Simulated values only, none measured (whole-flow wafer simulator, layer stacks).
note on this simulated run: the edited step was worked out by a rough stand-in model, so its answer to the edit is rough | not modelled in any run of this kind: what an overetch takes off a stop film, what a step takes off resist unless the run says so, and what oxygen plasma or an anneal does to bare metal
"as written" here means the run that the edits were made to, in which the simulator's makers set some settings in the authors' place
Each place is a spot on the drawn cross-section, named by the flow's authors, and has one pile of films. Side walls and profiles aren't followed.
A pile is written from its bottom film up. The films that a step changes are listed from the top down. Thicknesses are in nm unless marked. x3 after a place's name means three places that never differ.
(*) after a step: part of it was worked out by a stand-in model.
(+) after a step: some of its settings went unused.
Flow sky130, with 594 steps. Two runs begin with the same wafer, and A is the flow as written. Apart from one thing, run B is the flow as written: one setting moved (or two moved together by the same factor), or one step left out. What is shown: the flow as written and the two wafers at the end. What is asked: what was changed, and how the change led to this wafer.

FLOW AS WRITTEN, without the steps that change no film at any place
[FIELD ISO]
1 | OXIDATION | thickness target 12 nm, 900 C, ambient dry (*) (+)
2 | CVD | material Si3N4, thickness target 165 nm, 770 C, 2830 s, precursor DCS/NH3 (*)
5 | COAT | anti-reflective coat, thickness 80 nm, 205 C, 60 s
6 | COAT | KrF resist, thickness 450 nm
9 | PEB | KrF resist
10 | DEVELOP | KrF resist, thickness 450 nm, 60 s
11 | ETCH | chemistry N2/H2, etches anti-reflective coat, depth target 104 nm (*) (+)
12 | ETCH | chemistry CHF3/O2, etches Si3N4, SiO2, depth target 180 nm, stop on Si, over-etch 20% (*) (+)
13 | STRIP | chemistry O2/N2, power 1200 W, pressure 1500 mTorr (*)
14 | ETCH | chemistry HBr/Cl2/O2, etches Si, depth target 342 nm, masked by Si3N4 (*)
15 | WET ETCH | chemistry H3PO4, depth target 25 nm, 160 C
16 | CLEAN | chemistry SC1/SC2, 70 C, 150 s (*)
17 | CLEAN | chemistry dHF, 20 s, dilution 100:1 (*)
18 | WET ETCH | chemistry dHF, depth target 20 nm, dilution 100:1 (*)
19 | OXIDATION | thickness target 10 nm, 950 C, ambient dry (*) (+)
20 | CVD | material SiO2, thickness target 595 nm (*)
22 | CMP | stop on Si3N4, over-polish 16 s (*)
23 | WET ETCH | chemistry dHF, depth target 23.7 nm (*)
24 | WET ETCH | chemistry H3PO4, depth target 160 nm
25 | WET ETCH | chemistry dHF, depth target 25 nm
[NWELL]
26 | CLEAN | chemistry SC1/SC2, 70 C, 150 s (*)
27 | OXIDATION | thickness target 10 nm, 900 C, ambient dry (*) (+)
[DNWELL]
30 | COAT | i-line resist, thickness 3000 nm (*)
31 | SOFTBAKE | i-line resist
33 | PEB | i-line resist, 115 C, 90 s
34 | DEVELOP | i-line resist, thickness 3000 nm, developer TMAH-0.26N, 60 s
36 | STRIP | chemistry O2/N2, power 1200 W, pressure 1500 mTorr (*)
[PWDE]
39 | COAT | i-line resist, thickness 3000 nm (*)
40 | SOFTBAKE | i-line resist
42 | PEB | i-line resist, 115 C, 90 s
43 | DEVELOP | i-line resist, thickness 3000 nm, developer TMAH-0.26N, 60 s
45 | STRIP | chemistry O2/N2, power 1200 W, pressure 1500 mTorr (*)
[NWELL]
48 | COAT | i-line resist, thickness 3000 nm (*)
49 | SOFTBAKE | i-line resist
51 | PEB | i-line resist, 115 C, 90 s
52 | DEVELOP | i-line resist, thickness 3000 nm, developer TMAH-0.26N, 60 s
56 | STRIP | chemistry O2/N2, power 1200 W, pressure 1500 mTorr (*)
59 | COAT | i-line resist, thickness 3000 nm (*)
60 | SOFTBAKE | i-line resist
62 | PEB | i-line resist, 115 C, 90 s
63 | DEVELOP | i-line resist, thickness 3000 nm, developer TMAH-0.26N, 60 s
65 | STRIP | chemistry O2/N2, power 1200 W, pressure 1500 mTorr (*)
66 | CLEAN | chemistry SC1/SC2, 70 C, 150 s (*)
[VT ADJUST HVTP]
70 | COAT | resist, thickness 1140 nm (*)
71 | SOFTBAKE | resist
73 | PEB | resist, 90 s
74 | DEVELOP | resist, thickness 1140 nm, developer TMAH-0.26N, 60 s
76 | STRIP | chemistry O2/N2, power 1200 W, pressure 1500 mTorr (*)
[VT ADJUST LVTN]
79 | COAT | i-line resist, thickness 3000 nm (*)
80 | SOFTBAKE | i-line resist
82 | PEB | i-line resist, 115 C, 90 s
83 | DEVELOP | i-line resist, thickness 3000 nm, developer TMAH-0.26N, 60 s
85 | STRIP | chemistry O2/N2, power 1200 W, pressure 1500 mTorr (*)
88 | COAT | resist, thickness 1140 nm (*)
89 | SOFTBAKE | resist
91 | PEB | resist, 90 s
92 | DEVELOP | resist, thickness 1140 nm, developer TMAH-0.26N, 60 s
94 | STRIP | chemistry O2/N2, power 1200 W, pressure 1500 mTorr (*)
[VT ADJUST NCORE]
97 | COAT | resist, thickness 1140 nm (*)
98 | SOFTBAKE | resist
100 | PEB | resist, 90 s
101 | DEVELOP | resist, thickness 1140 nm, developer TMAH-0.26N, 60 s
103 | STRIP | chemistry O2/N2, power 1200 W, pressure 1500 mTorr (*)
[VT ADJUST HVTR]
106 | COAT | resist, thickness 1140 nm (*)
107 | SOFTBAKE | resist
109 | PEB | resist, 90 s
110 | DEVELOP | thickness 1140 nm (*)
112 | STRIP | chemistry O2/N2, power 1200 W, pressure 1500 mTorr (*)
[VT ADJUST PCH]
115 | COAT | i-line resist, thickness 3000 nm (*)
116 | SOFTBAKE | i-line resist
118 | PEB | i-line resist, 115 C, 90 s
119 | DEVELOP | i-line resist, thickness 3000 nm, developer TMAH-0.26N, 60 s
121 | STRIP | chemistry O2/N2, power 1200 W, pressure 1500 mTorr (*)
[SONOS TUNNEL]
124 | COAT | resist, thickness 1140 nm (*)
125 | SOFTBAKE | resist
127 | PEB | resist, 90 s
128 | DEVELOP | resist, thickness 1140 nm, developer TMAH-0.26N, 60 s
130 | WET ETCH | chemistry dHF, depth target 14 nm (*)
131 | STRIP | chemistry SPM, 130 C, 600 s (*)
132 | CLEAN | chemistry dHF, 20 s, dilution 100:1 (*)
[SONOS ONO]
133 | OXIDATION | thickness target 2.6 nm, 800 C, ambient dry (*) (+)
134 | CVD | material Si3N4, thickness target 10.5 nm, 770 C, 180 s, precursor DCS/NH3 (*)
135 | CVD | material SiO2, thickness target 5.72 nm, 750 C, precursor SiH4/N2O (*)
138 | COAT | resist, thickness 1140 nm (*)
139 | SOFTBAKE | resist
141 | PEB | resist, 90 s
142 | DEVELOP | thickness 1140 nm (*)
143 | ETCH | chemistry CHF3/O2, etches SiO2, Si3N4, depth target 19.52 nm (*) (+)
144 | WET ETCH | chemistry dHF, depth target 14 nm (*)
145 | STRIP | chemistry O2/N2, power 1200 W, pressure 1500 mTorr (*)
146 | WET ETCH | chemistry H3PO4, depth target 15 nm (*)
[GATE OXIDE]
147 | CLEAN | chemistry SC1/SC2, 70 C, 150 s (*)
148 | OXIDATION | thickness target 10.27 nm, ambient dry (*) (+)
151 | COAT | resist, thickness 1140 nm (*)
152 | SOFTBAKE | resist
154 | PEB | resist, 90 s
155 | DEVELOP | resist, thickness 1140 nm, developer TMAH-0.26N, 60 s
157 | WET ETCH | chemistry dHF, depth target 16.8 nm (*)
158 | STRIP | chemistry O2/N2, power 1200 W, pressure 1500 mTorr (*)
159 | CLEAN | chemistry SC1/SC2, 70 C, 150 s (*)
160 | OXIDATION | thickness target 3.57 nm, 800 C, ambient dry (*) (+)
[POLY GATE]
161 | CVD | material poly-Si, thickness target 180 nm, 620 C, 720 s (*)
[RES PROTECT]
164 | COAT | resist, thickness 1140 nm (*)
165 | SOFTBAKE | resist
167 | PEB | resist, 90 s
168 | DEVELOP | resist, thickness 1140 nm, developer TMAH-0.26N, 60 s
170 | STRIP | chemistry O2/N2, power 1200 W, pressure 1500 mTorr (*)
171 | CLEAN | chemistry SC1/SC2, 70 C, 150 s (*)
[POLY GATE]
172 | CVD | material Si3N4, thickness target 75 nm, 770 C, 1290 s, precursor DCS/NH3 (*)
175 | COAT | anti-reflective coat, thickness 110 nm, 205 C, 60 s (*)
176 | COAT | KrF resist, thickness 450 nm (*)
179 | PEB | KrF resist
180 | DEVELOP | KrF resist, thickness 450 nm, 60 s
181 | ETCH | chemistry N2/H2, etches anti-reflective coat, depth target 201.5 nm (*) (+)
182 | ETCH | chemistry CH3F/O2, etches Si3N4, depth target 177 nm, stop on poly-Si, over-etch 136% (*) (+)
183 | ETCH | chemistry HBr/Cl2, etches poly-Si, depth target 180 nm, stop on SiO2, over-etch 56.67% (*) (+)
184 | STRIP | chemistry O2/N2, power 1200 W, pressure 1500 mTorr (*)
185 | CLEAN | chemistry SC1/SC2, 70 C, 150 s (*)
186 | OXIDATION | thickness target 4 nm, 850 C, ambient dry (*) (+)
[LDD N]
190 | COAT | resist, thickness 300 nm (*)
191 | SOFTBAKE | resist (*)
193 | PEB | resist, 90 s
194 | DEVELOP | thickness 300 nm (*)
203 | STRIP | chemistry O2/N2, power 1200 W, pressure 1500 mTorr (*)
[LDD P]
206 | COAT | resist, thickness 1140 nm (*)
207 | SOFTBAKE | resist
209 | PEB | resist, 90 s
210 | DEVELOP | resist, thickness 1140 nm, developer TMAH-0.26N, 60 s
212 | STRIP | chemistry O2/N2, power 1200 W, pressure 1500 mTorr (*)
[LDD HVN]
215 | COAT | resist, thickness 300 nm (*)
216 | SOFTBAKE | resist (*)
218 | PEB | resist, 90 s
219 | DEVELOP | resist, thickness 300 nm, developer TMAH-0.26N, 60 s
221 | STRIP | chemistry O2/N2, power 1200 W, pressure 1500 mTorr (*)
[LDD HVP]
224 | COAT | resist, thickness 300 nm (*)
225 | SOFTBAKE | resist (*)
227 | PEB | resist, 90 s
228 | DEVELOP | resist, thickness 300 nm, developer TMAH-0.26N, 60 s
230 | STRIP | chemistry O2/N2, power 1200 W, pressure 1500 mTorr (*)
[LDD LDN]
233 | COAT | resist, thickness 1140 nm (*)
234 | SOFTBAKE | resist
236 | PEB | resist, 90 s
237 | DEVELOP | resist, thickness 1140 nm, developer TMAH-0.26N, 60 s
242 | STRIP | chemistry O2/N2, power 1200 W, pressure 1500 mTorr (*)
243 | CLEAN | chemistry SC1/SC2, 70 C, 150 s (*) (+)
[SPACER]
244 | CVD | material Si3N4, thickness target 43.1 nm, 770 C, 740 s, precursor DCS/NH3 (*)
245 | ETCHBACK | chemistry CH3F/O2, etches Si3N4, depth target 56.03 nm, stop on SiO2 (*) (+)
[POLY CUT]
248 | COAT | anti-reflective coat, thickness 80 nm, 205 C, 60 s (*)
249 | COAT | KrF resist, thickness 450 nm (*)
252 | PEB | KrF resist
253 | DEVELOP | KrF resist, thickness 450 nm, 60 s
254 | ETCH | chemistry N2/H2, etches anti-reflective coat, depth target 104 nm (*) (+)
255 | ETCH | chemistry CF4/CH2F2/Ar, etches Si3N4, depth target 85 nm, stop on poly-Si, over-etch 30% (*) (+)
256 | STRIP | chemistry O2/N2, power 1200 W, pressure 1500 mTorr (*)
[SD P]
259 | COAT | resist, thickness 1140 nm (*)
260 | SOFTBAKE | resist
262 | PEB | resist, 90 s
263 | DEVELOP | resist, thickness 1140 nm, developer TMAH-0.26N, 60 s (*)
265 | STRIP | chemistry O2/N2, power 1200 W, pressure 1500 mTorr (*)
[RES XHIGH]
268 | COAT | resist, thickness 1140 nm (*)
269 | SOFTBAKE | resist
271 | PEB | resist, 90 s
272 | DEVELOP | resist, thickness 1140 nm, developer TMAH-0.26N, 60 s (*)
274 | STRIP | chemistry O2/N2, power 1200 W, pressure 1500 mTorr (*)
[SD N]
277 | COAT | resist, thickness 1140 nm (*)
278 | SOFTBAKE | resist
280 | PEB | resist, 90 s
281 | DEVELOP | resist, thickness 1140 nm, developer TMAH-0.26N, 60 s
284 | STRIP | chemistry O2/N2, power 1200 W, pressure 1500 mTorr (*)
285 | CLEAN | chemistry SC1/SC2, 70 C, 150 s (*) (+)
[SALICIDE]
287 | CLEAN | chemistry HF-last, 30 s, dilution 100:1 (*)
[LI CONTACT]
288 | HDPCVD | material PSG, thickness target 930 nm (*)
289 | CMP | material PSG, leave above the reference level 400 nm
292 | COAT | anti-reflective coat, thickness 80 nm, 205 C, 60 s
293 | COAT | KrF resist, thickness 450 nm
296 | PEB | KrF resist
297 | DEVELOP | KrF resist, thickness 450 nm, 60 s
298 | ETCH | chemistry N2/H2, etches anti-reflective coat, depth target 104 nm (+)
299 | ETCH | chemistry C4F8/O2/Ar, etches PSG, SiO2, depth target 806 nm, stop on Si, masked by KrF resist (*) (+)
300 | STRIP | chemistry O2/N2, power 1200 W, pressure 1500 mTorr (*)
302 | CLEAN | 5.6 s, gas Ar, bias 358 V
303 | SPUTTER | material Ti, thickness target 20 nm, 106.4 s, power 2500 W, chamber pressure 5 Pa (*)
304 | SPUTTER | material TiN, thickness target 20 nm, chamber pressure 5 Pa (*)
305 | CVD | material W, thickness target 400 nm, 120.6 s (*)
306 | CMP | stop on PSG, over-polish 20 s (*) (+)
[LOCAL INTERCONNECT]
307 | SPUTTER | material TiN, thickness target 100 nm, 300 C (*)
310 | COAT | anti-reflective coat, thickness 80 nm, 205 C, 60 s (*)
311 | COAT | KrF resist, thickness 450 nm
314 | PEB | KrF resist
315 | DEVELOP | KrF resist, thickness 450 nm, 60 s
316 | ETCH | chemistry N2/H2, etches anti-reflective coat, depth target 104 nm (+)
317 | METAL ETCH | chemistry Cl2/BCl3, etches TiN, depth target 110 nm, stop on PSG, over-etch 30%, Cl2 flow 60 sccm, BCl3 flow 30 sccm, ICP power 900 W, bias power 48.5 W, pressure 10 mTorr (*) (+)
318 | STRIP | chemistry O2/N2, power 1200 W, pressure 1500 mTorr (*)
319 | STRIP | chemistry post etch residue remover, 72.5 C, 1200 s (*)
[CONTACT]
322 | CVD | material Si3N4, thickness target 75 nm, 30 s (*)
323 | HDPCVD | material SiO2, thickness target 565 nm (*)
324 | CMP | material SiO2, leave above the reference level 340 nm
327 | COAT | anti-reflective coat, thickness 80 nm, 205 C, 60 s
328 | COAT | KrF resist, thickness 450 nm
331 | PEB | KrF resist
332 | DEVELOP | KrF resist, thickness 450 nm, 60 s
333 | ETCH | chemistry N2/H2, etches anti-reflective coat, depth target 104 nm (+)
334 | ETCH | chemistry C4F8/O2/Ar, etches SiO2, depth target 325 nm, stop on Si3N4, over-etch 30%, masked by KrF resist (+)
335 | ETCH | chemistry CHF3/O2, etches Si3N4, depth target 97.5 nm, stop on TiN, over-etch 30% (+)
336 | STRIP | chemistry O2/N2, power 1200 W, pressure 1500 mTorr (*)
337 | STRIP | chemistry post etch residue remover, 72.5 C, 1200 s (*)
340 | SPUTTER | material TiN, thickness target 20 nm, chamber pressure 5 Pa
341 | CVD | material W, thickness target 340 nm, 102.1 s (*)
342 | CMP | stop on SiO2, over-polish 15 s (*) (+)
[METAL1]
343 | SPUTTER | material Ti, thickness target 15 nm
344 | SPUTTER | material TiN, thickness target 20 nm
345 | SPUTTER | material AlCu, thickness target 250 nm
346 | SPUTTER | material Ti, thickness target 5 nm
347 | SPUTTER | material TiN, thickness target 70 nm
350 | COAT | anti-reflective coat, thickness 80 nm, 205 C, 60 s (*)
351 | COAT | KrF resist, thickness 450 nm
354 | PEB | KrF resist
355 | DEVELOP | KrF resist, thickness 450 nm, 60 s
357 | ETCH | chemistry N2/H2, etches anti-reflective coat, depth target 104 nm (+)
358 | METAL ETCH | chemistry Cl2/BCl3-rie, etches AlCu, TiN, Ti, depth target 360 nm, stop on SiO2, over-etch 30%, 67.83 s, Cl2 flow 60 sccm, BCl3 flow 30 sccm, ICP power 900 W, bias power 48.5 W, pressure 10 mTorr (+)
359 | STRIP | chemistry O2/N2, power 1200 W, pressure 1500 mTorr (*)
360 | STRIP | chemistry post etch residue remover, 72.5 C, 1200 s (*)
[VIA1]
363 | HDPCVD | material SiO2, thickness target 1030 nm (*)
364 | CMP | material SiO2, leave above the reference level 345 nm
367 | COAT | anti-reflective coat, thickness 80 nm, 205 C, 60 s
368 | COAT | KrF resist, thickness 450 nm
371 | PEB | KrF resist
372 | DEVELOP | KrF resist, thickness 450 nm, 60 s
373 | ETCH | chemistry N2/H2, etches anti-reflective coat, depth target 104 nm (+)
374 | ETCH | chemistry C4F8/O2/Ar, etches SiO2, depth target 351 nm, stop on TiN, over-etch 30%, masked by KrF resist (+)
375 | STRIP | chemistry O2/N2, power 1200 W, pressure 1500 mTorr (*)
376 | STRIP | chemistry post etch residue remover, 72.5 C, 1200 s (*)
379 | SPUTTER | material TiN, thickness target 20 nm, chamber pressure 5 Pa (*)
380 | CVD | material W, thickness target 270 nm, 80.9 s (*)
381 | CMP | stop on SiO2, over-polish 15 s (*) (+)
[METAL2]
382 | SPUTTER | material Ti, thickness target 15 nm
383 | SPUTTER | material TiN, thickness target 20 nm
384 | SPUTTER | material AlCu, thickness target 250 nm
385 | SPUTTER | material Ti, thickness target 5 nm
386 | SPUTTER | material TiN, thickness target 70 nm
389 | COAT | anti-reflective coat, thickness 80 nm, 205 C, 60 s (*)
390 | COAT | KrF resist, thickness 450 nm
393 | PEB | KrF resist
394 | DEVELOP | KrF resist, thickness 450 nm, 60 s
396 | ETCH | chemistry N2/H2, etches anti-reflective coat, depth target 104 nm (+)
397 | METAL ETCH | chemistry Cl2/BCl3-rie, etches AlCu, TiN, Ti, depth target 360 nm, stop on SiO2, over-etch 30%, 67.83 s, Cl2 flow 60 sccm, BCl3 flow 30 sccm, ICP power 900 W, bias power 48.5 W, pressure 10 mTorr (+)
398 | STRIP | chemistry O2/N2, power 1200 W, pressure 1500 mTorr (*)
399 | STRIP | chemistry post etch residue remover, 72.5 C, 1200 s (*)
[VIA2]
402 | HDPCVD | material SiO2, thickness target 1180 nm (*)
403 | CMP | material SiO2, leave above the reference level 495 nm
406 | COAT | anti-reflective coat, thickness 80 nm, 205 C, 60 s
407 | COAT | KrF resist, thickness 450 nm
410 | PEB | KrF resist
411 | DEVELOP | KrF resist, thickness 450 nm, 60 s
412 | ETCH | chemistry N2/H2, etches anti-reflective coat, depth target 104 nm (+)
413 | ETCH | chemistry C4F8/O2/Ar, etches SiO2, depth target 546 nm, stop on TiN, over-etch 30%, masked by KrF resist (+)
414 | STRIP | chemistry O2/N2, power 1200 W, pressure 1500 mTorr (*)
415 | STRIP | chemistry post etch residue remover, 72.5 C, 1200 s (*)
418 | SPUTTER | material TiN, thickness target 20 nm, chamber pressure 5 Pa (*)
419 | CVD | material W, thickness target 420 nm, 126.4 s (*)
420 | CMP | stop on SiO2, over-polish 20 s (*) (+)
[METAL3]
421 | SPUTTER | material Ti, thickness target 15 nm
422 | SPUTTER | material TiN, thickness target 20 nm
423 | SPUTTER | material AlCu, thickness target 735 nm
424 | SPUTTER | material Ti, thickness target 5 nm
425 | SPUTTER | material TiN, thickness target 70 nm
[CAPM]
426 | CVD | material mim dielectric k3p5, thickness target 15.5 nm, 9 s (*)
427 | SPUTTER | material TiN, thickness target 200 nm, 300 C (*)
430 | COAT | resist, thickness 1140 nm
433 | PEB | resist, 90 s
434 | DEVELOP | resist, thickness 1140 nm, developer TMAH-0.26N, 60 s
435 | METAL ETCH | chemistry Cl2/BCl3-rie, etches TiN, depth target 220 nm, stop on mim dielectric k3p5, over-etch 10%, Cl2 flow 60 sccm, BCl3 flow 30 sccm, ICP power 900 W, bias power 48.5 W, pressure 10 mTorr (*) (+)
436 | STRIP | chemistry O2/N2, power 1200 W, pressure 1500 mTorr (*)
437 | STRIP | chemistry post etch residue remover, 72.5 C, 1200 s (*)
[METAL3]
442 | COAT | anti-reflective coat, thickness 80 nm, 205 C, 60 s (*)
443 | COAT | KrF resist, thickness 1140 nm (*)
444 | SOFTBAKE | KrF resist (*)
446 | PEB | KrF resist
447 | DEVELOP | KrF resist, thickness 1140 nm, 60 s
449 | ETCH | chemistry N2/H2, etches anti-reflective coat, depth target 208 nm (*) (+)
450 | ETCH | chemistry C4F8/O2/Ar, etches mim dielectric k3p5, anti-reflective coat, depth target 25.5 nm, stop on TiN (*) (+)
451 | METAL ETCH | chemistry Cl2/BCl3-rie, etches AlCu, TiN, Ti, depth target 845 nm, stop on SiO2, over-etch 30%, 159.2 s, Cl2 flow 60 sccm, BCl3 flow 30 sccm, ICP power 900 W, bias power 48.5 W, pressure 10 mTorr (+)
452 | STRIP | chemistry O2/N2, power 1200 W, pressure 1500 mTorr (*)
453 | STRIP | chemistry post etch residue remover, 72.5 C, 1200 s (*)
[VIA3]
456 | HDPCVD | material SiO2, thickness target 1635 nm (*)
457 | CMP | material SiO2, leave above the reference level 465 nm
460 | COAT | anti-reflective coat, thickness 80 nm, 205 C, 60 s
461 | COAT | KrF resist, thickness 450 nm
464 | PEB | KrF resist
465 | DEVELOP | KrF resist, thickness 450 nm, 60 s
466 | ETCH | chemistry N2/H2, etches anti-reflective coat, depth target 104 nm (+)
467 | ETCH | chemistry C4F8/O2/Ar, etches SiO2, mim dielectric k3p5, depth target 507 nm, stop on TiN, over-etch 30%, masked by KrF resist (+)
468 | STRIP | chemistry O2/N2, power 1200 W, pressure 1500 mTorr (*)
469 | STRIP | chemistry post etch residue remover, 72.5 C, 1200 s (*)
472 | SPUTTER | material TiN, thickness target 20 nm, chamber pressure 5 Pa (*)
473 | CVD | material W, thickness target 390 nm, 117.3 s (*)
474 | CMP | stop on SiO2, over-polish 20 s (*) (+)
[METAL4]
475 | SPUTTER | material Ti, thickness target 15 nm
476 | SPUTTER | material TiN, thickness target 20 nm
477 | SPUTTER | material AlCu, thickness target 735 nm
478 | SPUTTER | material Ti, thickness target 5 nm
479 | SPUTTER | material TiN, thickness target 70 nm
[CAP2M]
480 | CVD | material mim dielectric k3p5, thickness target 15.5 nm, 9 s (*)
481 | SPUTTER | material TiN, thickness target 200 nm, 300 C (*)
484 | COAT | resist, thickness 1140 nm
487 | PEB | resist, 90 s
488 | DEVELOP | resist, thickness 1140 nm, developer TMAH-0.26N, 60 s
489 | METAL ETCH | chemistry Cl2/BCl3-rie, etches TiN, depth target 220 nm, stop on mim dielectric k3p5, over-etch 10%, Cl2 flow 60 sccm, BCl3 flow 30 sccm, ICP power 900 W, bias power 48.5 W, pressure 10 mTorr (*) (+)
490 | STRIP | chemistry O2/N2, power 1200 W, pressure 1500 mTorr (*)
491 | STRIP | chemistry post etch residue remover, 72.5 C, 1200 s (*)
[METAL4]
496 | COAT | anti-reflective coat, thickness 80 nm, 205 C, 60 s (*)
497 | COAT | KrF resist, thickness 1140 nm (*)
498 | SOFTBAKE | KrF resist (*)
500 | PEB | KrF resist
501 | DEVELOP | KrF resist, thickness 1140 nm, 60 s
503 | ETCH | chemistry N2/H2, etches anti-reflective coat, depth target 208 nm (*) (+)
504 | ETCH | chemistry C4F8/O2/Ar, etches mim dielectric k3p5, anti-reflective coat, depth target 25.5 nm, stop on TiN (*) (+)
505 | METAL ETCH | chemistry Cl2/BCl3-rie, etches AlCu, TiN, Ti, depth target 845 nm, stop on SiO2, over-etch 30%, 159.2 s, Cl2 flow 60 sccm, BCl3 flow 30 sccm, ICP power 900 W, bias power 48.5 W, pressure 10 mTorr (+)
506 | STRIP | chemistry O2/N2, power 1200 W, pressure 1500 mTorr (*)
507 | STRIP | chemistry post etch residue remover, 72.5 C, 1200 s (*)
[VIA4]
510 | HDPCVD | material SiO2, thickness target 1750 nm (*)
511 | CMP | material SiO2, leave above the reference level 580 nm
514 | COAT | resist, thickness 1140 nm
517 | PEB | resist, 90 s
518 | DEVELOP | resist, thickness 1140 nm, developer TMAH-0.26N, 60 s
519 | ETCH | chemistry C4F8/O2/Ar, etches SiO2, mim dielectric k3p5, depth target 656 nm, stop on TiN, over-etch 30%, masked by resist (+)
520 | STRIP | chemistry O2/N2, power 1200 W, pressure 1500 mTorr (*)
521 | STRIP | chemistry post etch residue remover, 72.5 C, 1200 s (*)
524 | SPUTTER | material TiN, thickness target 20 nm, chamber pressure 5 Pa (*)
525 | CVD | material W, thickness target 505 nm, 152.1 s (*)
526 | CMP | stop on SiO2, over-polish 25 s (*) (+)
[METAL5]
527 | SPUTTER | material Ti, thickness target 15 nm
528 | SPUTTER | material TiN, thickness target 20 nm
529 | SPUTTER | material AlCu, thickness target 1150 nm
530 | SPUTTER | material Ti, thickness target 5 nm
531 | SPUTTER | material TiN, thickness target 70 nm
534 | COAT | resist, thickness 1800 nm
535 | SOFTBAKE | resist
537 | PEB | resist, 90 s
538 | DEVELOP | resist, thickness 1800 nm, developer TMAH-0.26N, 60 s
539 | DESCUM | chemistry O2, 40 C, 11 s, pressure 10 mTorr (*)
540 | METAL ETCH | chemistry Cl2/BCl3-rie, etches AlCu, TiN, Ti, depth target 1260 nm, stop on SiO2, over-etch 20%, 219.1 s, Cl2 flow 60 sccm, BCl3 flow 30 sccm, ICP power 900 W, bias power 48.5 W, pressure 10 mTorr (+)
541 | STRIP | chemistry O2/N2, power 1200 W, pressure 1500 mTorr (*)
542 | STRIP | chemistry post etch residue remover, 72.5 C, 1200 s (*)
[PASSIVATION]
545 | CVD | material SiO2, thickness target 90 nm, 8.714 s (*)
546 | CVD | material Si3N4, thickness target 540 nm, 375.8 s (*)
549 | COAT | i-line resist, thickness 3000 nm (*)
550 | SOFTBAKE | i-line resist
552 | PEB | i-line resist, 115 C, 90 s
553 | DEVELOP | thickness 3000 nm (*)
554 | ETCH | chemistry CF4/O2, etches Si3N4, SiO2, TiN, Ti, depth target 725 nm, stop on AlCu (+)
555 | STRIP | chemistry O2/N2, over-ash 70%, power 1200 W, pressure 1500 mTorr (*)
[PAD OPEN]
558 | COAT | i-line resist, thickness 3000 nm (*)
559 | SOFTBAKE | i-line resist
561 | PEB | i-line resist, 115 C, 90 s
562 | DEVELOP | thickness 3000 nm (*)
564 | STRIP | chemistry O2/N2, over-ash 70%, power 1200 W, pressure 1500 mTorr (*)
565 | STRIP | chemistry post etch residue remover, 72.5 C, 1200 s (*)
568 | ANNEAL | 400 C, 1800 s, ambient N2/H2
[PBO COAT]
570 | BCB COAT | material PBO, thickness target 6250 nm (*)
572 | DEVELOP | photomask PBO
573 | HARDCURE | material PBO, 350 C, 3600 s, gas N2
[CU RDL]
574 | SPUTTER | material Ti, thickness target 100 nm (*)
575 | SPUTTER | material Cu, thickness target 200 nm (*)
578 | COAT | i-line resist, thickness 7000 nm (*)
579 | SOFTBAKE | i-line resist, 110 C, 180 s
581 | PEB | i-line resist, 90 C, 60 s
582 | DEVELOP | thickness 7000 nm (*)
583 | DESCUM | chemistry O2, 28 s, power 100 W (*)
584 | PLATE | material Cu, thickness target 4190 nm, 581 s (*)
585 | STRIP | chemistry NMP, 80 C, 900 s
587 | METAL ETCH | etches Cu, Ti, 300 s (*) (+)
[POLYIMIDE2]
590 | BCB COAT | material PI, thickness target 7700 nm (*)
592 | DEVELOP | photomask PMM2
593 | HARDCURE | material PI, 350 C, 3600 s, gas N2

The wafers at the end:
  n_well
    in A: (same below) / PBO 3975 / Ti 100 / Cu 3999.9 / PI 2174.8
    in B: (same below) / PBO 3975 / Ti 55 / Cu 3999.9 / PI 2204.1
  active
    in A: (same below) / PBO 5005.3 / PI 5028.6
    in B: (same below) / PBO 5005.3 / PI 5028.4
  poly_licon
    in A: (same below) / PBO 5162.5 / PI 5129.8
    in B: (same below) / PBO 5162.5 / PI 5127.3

Cause: step 574, SPUTTER: thickness target 55 nm was run, whereas the flow has thickness target 100 nm.
The wafer itself shows it: n_well has Ti 55, and step 574 as written asks for 100 nm.

Step by step, how the change led to this:
  574 | SPUTTER | material Ti, thickness target 100 nm (*)
      field, active, n_well and 190 more: A +100 Ti (new film) | B +55 Ti (new film)
  579 | SOFTBAKE | i-line resist, 110 C, 180 s
      hv_encl: A -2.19 i-line resist | B -4.79 i-line resist
  587 | METAL ETCH | etches Cu, Ti, 300 s (*) (+)
      field, active, gate and 167 more: A -200 Cu (all of it), -100 Ti (all of it) | B -200 Cu (all of it), -55 Ti (all of it)
  590 | BCB COAT | material PI, thickness target 7700 nm (*)
      de16_gate_nw: A +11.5 um PI (new film) | B +11.46 um PI (new film)
